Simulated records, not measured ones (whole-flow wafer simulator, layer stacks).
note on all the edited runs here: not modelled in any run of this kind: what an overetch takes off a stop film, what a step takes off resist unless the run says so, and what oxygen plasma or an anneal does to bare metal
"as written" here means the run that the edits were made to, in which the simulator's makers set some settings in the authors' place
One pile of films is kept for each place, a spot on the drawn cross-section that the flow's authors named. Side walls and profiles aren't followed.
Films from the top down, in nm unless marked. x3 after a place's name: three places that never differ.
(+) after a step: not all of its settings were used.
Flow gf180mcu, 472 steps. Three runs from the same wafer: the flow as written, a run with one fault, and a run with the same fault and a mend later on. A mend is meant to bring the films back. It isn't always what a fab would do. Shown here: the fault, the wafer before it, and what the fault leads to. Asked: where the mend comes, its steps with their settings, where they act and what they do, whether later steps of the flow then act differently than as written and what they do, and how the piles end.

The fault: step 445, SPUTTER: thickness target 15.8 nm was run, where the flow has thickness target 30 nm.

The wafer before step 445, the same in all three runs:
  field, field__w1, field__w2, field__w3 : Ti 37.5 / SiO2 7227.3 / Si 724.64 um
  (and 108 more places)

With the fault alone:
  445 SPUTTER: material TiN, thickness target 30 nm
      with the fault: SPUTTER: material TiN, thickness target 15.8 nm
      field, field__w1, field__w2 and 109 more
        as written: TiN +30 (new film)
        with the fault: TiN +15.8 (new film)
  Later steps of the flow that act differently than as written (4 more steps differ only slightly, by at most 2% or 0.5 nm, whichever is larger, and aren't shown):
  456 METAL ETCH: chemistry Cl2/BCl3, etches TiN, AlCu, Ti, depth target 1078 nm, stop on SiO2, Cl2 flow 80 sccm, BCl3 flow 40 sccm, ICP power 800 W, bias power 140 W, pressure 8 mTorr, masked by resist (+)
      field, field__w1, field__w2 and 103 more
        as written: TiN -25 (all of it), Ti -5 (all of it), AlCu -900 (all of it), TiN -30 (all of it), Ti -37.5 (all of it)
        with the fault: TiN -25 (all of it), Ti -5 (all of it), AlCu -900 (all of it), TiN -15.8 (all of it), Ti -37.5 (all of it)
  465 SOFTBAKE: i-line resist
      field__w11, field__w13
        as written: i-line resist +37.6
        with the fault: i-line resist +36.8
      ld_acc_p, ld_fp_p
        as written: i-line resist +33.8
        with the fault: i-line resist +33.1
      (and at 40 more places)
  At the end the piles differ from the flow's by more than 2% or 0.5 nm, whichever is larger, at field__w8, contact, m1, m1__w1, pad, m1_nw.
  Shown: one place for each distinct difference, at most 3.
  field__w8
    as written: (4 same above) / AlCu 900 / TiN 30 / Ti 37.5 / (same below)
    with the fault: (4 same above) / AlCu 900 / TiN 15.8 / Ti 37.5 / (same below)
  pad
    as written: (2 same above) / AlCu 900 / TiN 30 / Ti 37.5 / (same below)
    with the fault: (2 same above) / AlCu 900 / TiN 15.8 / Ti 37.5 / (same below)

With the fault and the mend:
  The mend comes after step 445.
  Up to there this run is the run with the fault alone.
  445a SPUTTER: material TiN, thickness target 14.2 nm (the flow's step 445 once more, with other settings)
      field, field__w1, field__w2 and 109 more
        TiN +14.2
  No later step of the flow acts differently than as written at any place that is followed.
  At the end the piles are the same as the flow's at every place that both follow.
